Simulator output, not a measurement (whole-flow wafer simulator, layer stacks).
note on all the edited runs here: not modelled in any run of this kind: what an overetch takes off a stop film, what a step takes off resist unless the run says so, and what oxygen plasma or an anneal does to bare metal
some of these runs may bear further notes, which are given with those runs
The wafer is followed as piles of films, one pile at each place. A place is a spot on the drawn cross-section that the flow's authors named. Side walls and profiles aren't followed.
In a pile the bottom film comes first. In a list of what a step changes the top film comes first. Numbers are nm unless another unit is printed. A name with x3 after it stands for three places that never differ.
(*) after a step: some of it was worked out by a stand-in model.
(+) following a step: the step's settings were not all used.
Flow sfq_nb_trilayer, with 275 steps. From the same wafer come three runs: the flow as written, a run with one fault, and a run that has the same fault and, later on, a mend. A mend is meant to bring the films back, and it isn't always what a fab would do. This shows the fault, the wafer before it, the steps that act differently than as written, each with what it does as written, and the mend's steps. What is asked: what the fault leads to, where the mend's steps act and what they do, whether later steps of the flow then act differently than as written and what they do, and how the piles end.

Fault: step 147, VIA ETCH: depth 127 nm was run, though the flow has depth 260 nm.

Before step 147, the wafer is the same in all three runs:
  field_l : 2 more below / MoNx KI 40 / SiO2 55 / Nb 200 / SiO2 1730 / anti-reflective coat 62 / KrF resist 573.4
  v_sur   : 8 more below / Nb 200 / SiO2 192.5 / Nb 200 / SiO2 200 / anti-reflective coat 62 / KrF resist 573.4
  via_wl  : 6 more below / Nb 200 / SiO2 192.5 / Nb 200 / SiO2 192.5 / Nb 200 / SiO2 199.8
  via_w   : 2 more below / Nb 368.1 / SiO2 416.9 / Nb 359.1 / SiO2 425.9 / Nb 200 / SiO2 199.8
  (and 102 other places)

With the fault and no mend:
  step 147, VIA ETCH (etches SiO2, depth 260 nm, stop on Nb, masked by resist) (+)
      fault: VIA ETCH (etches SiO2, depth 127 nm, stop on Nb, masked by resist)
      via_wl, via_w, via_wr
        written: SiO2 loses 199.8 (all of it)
        fault: SiO2 loses 127
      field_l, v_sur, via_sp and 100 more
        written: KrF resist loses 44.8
        fault: KrF resist loses 21.9
  Later steps of the flow acting differently than as written (4 more steps, not shown, differ only slightly: by at most 2% or 0.5 nm, whichever is larger):
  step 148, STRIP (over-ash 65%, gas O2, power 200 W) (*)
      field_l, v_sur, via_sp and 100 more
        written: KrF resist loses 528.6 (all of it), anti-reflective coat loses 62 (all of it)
        fault: KrF resist loses 551.5 (all of it), anti-reflective coat loses 62 (all of it)
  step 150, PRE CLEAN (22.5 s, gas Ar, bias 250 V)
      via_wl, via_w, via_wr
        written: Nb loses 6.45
        fault: SiO2 loses 7.5
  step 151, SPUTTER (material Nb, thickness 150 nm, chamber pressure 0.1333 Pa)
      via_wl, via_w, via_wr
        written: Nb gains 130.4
        fault: Nb gains 138.8 (new film)
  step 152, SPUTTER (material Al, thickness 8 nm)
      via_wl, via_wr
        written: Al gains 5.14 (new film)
        fault: Al gains 6 (new film)
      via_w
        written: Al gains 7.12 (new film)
        fault: Al gains 7.78 (new film)
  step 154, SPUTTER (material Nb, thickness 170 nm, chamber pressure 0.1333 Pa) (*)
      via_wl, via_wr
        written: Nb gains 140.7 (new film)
        fault: Nb gains 123 (new film)
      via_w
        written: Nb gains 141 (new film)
        fault: Nb gains 165.6 (new film)
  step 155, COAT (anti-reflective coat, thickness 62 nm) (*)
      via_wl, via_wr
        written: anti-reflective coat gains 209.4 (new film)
        fault: anti-reflective coat gains 188.3 (new film)
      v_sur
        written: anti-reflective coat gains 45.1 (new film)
        fault: anti-reflective coat gains 48.6 (new film)
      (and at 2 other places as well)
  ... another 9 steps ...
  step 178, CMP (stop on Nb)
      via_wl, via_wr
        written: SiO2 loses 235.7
        fault: SiO2 loses 315.7
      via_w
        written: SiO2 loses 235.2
        fault: SiO2 loses 315.2
  By the end, the piles at via_wl, via_w, via_wr depart from the flow's by more than 2% or 0.5 nm, whichever is larger.
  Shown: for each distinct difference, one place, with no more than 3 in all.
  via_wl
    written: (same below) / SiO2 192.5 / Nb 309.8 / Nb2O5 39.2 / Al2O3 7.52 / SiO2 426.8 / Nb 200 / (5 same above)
    fault: (same below) / SiO2 192.5 / Nb 200 / SiO2 65.3 / Nb 125.6 / Nb2O5 36.6 / Al2O3 8.95 / SiO2 346.8 / Nb 200 / (5 same above)
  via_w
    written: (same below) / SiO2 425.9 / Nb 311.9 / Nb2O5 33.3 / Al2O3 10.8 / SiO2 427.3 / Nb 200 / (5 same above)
    fault: (same below) / SiO2 425.9 / Nb 200 / SiO2 65.3 / Nb 127.7 / Nb2O5 30.8 / Al2O3 12.2 / SiO2 347.3 / Nb 200 / (5 same above)

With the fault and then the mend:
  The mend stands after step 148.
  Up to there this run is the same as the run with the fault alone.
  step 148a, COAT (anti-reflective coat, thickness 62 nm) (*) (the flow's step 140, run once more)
      p4_fl x3, p4_w1 x9, p4_g1 x2 and 63 more
        anti-reflective coat gains 62 (new film)
      res, r_end, moat and 8 more
        anti-reflective coat gains 61.8 (new film)
      jj_sur, ce_l, c5j, ce_r, sp_r, be_r, r_sur
        anti-reflective coat gains 61.7 (new film)
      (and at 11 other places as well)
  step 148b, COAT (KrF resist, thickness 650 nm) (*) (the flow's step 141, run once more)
      p4_fl x3, p4_w1 x9, p4_g1 x2 and 63 more
        KrF resist gains 650 (new film)
      res, r_end, moat, field_r, lsp_l, l0_sur, l0v
        KrF resist gains 649.5 (new film)
      ln_m5, lsp_m, ln_m6, lsp_r
        KrF resist gains 649.6 (new film)
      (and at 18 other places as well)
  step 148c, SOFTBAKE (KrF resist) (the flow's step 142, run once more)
      alters no film at any place that is followed
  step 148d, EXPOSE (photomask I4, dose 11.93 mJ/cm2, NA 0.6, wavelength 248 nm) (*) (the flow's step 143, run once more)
      alters no film at any place that is followed
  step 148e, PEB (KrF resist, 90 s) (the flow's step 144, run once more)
      gap, jj_sur, ce_l and 93 more
        KrF resist loses 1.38
      v_sur, via_sp, via_v, wire, be, be_sur
        KrF resist loses 1.37
      via_wl, via_wr
        KrF resist loses 1.5
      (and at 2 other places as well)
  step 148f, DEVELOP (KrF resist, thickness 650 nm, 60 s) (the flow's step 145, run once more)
      field_l, v_sur, via_sp and 100 more
        KrF resist loses 23.5
      via_wl
        KrF resist loses 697 (all of it)
      via_w
        KrF resist loses 730.9 (all of it)
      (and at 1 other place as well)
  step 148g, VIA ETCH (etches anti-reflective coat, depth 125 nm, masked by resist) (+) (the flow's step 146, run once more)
      field_l, v_sur, via_sp and 100 more
        KrF resist loses 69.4
      via_wl, via_wr
        anti-reflective coat loses 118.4 (all of it)
      via_w
        anti-reflective coat loses 80.6 (all of it), SiO2 loses 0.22
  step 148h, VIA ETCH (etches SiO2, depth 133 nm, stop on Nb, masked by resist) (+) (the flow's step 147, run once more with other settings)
      field_l, v_sur, via_sp and 100 more
        KrF resist loses 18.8
      via_wl, via_wr
        SiO2 loses 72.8 (all of it)
      via_w
        SiO2 loses 72.6 (all of it)
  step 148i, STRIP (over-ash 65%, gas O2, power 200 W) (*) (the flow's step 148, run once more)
      p4_fl x3, p4_w1 x9, p4_g1 x2 and 63 more
        KrF resist loses 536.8 (all of it), anti-reflective coat loses 62 (all of it)
      field_r, lsp_l, ln_m5, lsp_m, ln_m6, lsp_r, l0_sur
        KrF resist loses 536.4 (all of it), anti-reflective coat loses 61.8 (all of it)
      res, r_end, moat, l0v
        KrF resist loses 536.3 (all of it), anti-reflective coat loses 61.8 (all of it)
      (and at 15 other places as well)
  Later steps of the flow that are run all act as written at every place that is followed, up to a difference of at most 2% or 0.5 nm, whichever is larger.
  The piles end the same as the flow's at every place that both follow.
